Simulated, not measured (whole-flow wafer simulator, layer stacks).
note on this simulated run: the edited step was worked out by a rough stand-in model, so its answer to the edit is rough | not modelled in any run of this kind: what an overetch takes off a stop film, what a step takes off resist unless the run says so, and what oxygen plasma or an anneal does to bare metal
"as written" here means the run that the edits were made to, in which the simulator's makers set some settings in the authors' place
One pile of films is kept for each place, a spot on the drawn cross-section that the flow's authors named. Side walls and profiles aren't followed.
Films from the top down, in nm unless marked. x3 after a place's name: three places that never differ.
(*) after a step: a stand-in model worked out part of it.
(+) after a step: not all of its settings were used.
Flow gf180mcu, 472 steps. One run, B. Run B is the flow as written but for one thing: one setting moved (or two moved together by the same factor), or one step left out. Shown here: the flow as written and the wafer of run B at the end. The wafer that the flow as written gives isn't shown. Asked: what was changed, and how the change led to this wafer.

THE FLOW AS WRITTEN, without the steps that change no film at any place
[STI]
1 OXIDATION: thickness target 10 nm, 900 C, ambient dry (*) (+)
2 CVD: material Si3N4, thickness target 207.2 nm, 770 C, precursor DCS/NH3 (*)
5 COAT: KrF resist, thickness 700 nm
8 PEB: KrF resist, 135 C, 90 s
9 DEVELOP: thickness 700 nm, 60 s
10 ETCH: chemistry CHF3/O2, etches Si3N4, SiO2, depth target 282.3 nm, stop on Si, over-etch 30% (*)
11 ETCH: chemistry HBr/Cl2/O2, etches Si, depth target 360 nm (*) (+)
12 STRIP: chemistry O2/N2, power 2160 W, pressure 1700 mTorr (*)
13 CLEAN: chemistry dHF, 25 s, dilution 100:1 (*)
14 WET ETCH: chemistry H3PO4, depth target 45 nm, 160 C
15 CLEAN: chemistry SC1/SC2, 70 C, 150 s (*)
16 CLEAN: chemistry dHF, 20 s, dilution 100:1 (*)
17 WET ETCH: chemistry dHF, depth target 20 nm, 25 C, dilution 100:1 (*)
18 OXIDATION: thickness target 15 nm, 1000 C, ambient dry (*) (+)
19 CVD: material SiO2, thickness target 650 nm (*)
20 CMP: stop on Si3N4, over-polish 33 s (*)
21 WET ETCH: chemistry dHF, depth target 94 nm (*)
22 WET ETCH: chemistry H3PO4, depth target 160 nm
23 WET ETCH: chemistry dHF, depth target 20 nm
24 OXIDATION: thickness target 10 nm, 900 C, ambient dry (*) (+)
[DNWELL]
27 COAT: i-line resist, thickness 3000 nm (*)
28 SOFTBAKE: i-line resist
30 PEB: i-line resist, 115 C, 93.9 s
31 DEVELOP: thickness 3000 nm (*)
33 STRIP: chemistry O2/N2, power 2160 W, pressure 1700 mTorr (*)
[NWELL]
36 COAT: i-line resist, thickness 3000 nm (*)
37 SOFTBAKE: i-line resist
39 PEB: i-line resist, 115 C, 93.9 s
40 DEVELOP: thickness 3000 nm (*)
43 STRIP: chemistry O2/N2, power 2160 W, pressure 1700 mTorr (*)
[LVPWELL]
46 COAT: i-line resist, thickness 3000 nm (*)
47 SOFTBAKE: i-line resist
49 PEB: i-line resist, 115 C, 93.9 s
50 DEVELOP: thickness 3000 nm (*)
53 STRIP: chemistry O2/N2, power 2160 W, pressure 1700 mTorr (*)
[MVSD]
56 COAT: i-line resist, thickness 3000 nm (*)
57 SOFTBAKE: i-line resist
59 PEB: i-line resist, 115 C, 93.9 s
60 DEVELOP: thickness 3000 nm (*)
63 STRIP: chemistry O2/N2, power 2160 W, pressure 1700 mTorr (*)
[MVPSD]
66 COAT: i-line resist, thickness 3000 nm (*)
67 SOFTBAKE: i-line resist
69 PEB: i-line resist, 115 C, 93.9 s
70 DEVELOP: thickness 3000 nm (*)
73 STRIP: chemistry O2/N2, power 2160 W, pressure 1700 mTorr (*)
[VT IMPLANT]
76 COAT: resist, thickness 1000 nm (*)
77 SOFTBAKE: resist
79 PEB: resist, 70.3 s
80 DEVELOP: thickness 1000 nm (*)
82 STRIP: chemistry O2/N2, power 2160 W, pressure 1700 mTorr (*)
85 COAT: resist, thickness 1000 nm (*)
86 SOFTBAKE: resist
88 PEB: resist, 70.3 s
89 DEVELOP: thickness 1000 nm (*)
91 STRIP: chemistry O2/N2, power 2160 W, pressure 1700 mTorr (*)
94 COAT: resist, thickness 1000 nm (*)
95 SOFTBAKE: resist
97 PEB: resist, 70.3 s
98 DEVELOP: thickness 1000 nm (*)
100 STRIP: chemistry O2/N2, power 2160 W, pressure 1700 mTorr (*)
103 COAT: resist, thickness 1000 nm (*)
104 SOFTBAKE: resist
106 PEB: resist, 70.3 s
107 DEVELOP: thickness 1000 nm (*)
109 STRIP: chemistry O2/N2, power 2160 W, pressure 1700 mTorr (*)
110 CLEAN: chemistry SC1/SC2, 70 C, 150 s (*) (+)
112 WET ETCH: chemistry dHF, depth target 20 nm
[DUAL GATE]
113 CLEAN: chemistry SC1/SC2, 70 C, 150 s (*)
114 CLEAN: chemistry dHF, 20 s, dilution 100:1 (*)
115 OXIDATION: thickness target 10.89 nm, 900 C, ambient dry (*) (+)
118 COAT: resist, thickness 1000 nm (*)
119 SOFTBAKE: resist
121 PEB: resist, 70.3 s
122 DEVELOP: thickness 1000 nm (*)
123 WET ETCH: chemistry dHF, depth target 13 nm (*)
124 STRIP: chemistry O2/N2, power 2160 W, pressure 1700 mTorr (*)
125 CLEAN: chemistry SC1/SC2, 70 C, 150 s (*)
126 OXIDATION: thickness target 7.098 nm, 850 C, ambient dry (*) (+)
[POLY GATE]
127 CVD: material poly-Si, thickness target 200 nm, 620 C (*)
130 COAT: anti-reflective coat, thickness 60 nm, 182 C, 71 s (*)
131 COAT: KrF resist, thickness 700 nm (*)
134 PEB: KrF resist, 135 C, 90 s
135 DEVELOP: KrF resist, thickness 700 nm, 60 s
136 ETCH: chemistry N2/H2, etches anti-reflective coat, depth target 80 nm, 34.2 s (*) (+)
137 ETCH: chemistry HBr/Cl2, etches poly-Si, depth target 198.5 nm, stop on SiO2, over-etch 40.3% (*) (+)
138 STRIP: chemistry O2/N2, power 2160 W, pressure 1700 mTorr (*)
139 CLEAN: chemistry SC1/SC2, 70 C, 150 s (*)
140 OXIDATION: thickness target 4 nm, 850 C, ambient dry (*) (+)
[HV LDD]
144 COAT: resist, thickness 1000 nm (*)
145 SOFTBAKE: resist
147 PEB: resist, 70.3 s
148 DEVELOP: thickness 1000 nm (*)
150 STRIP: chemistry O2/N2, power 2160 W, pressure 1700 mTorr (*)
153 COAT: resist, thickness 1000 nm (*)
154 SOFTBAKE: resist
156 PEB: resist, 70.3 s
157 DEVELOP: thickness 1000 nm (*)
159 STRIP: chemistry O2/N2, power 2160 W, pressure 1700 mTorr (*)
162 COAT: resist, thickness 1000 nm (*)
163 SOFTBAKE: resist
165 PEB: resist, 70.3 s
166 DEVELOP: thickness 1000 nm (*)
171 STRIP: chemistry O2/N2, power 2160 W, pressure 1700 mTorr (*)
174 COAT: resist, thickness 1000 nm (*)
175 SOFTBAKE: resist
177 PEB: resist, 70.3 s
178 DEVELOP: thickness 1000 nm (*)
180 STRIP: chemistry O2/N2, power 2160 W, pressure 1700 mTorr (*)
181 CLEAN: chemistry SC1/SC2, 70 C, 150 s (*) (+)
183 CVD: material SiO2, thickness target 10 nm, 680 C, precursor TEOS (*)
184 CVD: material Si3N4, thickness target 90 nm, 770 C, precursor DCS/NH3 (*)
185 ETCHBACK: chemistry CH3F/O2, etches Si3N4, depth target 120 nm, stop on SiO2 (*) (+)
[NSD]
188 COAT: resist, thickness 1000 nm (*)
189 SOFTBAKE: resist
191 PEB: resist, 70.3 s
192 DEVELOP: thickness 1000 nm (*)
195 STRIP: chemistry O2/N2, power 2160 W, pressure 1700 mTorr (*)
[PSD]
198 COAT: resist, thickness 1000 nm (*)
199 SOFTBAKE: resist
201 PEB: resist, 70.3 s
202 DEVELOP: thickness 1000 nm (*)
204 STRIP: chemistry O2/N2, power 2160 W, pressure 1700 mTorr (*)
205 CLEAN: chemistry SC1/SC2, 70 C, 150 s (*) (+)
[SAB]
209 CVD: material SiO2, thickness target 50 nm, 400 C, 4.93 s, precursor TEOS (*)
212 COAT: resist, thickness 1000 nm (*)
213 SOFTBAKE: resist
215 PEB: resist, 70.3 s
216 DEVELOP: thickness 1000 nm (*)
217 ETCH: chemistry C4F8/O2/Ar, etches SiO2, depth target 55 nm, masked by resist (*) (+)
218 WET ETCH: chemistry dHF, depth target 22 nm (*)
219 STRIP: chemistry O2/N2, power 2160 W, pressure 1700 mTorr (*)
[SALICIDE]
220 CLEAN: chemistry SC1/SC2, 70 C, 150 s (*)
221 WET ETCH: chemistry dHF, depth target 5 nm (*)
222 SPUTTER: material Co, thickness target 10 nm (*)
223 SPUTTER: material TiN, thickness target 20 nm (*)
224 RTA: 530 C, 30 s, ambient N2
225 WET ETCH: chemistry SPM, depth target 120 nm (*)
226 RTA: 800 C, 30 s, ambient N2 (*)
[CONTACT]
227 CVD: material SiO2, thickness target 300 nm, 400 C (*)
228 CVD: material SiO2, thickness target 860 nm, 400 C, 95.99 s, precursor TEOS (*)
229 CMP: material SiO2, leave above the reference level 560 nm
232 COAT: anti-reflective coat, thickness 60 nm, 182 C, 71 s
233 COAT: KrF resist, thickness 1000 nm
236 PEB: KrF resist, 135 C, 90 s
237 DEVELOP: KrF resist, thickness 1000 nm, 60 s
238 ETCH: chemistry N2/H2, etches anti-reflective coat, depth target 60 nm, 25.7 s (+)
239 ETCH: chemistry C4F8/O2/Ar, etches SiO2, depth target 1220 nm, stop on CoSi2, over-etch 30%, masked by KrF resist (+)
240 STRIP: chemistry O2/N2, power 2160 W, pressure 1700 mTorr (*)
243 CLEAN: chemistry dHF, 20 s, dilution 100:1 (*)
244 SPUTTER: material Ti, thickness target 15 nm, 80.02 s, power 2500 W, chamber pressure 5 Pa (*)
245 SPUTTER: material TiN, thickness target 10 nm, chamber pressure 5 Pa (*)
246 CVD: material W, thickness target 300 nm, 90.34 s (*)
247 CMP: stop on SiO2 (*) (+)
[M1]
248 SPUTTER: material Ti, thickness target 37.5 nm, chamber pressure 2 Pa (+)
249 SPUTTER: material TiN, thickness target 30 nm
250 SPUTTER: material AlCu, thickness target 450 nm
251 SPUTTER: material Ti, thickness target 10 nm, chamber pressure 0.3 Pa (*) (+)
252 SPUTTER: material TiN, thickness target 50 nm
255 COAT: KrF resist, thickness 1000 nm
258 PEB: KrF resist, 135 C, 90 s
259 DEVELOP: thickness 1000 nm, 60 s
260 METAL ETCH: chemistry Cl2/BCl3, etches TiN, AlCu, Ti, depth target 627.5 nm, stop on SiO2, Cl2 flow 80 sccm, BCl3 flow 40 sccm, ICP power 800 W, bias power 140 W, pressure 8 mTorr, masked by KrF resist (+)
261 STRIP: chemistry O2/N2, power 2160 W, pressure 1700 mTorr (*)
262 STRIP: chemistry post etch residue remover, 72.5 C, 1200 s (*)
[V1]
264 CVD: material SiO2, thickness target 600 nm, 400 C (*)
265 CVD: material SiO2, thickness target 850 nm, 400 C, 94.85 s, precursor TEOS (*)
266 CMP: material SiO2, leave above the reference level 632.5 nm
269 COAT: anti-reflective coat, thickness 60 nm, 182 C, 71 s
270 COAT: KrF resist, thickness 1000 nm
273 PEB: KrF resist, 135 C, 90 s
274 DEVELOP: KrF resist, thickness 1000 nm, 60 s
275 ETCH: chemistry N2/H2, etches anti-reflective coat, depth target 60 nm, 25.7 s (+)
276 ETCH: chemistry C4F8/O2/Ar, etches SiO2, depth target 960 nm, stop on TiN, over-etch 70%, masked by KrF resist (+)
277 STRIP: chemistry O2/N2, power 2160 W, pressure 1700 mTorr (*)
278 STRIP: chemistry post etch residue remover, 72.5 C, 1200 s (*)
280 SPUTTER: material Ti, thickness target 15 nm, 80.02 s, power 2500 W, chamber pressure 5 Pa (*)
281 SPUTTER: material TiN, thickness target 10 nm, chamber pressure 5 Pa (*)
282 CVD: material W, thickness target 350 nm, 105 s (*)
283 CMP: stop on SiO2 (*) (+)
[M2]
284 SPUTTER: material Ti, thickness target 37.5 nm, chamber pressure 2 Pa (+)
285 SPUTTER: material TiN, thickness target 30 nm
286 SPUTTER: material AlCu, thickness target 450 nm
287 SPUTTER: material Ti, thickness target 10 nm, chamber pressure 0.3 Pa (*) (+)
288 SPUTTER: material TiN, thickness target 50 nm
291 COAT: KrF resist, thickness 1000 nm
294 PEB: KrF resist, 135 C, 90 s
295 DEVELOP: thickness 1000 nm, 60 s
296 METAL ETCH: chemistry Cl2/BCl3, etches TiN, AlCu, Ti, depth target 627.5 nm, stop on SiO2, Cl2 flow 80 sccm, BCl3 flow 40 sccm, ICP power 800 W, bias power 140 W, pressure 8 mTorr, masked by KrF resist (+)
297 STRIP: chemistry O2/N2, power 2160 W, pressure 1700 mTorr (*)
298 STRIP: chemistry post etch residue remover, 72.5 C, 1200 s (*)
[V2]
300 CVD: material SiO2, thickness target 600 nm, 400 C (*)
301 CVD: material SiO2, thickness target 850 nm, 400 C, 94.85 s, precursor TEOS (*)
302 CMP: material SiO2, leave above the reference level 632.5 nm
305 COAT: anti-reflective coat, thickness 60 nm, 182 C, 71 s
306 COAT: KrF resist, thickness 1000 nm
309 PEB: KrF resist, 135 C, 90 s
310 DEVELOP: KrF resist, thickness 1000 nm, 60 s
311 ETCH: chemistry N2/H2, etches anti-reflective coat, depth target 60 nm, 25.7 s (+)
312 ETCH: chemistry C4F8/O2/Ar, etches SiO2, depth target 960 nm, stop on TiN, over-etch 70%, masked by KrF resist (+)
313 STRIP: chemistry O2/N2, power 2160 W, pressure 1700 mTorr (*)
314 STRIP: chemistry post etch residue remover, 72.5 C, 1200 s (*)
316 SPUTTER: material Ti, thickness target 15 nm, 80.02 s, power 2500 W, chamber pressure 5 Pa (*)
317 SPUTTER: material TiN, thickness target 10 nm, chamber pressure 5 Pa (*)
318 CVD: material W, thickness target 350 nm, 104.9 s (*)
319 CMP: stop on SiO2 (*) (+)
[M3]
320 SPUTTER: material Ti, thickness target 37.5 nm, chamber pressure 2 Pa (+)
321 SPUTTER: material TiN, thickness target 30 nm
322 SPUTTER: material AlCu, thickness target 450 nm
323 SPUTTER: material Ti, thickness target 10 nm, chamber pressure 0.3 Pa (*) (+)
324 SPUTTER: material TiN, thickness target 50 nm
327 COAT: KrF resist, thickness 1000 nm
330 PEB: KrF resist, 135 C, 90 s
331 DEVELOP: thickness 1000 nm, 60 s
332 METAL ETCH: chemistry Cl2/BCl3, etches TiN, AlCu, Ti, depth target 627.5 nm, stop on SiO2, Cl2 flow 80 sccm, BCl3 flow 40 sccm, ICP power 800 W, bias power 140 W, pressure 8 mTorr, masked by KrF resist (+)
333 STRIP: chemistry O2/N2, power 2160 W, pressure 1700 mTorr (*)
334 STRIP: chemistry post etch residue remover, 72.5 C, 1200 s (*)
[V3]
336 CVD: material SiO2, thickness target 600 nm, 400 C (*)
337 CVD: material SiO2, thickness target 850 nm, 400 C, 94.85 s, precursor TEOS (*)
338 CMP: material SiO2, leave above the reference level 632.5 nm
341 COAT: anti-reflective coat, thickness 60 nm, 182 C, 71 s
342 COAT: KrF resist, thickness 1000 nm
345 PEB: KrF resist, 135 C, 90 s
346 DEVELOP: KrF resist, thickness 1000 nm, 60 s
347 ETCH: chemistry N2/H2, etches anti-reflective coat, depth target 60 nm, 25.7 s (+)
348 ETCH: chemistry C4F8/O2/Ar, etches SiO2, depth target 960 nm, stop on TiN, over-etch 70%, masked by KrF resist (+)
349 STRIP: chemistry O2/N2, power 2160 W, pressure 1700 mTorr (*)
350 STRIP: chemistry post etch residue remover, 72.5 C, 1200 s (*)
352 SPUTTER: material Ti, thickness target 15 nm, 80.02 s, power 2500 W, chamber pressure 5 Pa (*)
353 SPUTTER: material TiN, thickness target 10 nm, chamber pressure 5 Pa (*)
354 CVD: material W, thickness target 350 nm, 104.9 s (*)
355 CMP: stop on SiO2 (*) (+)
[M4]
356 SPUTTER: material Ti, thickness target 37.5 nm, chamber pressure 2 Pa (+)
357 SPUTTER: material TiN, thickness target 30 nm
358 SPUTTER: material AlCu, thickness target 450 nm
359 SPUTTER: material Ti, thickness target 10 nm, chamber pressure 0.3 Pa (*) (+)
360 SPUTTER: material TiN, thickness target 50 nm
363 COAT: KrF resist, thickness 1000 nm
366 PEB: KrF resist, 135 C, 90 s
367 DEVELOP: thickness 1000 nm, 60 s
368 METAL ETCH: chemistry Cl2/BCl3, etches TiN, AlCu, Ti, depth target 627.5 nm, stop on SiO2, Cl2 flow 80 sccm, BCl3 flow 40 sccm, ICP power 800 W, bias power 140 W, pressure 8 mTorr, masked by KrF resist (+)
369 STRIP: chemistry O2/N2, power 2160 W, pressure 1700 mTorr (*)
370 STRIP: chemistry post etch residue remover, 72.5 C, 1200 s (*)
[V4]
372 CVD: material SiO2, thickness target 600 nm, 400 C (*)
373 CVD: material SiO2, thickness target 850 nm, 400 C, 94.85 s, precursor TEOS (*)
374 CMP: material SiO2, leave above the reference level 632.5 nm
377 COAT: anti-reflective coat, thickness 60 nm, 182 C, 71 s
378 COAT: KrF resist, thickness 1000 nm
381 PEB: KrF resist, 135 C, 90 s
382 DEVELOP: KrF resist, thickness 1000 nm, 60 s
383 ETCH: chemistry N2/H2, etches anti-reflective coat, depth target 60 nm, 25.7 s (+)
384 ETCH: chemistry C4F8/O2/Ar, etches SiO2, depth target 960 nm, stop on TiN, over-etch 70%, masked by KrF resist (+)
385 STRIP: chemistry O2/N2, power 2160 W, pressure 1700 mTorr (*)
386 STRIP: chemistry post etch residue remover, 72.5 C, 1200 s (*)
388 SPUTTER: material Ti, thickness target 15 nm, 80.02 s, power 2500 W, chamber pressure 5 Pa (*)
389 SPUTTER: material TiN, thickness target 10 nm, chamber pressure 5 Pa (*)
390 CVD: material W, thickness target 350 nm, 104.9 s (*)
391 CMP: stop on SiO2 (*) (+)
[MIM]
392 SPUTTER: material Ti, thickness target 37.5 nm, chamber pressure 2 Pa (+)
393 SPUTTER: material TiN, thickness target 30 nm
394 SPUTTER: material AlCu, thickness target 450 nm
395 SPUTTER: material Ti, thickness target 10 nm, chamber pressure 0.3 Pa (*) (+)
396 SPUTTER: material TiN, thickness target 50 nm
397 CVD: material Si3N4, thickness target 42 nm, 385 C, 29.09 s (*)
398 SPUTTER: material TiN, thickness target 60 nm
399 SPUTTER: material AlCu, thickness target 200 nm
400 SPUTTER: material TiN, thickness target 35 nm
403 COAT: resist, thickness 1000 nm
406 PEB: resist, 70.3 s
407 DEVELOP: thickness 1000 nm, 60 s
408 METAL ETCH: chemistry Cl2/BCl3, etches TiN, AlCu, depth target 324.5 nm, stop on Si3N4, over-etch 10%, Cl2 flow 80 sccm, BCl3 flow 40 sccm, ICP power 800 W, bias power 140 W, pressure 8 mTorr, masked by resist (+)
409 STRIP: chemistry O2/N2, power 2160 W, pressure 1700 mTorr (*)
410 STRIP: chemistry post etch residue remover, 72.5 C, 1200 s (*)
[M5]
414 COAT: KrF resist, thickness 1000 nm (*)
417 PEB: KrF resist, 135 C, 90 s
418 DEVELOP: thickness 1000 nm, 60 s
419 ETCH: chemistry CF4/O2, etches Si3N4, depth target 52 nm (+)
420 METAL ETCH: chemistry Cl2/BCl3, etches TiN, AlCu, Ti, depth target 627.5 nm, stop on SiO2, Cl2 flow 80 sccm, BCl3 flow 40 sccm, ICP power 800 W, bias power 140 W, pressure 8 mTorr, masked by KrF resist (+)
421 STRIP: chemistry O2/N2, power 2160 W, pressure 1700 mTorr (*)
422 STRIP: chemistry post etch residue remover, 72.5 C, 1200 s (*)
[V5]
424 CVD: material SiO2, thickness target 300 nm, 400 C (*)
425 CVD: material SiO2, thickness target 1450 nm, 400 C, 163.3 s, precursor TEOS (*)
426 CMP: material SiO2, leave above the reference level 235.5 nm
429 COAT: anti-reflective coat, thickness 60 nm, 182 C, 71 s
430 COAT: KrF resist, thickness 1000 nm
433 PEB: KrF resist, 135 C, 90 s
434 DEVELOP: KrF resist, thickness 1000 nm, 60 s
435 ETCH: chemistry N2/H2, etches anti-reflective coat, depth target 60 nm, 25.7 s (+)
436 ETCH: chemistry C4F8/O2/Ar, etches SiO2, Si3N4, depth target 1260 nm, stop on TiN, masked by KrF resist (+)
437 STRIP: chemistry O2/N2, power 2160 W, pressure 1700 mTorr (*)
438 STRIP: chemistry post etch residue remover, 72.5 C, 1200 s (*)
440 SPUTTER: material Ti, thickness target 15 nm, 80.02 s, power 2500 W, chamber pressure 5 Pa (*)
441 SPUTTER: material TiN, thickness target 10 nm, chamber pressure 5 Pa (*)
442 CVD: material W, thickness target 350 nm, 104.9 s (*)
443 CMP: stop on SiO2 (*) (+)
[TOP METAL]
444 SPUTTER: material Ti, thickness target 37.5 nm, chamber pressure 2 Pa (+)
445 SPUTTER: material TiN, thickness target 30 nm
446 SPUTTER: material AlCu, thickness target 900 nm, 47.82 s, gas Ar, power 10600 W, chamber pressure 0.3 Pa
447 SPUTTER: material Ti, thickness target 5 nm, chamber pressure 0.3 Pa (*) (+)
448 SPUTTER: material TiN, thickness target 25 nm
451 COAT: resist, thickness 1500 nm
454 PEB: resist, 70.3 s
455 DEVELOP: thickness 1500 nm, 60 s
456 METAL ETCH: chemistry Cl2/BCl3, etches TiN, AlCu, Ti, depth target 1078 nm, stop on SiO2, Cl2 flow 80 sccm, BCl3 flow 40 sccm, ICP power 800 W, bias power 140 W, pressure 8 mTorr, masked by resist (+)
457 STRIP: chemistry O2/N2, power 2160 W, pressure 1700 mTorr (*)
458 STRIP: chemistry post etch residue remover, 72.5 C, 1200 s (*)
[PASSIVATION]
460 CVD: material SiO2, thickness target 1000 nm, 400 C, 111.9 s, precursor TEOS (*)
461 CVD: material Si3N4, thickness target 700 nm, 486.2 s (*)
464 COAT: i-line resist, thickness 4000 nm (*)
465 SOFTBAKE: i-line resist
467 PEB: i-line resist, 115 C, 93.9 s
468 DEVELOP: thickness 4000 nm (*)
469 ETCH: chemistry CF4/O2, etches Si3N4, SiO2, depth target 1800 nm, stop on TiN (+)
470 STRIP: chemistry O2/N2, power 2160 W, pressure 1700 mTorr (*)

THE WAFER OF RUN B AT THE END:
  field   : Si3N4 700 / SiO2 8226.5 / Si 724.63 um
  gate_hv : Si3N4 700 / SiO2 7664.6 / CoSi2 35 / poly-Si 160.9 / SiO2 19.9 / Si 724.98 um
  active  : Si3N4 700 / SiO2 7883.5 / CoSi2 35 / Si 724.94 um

The cause: step 115, OXIDATION: thickness target 17.09 nm was run, where the flow has thickness target 10.89 nm.

How the change led to this, step by step:
  115 OXIDATION: thickness target 10.89 nm, 900 C, ambient dry (*) (+)
      active, n_well, p_well and 40 more: SiO2 +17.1 (new film), Si -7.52 (as written it would be: SiO2 +10.9 (new film), Si -4.79)
      sti, mim_1p0, pad and 19 more: SiO2 +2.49, Si -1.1 (as written it would be: SiO2 +1.22, Si -0.54)
      (and at 27 more places)
  123 WET ETCH: chemistry dHF, depth target 13 nm (*)
      active, n_well, p_well and 12 more: SiO2 -13 (as written it would be: SiO2 -10.9 (all of it))
  124 STRIP: chemistry O2/N2, power 2160 W, pressure 1700 mTorr (*)
      active, n_well, p_well and 12 more: nothing (as written it would be: chemical SiO2 +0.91 (new film), Si -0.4)
  126 OXIDATION: thickness target 7.098 nm, 850 C, ambient dry (*) (+)
      active, n_well, p_well and 12 more: SiO2 +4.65, Si -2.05 (as written it would be: SiO2 +7.1 (new film), chemical SiO2 -0.76 (all of it), Si -2.79)
      gate_hv, active_hv, active_nat and 25 more: SiO2 +3.17, Si -1.4 (as written it would be: SiO2 +3.72, Si -1.64)
  130 COAT: anti-reflective coat, thickness 60 nm, 182 C, 71 s (*)
      ld_fp_p, ld_drift_p: anti-reflective coat +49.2 (new film) (as written it would be: anti-reflective coat +47.8 (new film))
      ldn_fp, ldp_fp: anti-reflective coat +49.8 (new film) (as written it would be: anti-reflective coat +48.5 (new film))
      (and at 9 more places)
  136 ETCH: chemistry N2/H2, etches anti-reflective coat, depth target 80 nm, 34.2 s (*) (+)
      ldn_dft, ldp_dft: anti-reflective coat -49.9 (all of it), poly-Si -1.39 (as written it would be: anti-reflective coat -48.7 (all of it), poly-Si -1.42)
      field__w6: anti-reflective coat -56.7 (all of it), poly-Si -1.21 (as written it would be: anti-reflective coat -55.2 (all of it), poly-Si -1.25)
      (and at 5 more places)
  138 STRIP: chemistry O2/N2, power 2160 W, pressure 1700 mTorr (*)
      ld_fp_n: chemical SiO2 +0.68 (new film), KrF resist -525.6 (all of it), anti-reflective coat -49.1 (all of it), poly-Si -0.3 (as written it would be: chemical SiO2 +0.68 (new film), KrF resist -525.6 (all of it), anti-reflective coat -48.1 (all of it), poly-Si -0.3)
      ld_fp_p: chemical SiO2 +0.68 (new film), KrF resist -525.9 (all of it), anti-reflective coat -49.2 (all of it), poly-Si -0.3 (as written it would be: chemical SiO2 +0.68 (new film), KrF resist -526.2 (all of it), anti-reflective coat -47.8 (all of it), poly-Si -0.3)
      (and at 3 more places)
  189 SOFTBAKE: resist
      field__w9: resist -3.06 (as written it would be: resist +6.92)
      active_nat: resist +9.35 (as written it would be: resist +5.49)
  199 SOFTBAKE: resist
      field__w9: resist -3.06 (as written it would be: resist +6.92)
      active_nat: resist +9.35 (as written it would be: resist +5.49)
  218 WET ETCH: chemistry dHF, depth target 22 nm (*)
      active, p_well, sd_n, iso_ptap_pw, iso_ntap_nw, iso_ptap_sub, vpnp_e: SiO2 -10.3 (all of it) (as written it would be: SiO2 -9.01 (all of it))
      ldn_tap, ldn_src, ldn_drn, ldp_tap, ldp_src, ldp_drn, ldp_gr: SiO2 -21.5 (all of it) (as written it would be: SiO2 -16 (all of it))
      (and at 9 more places)
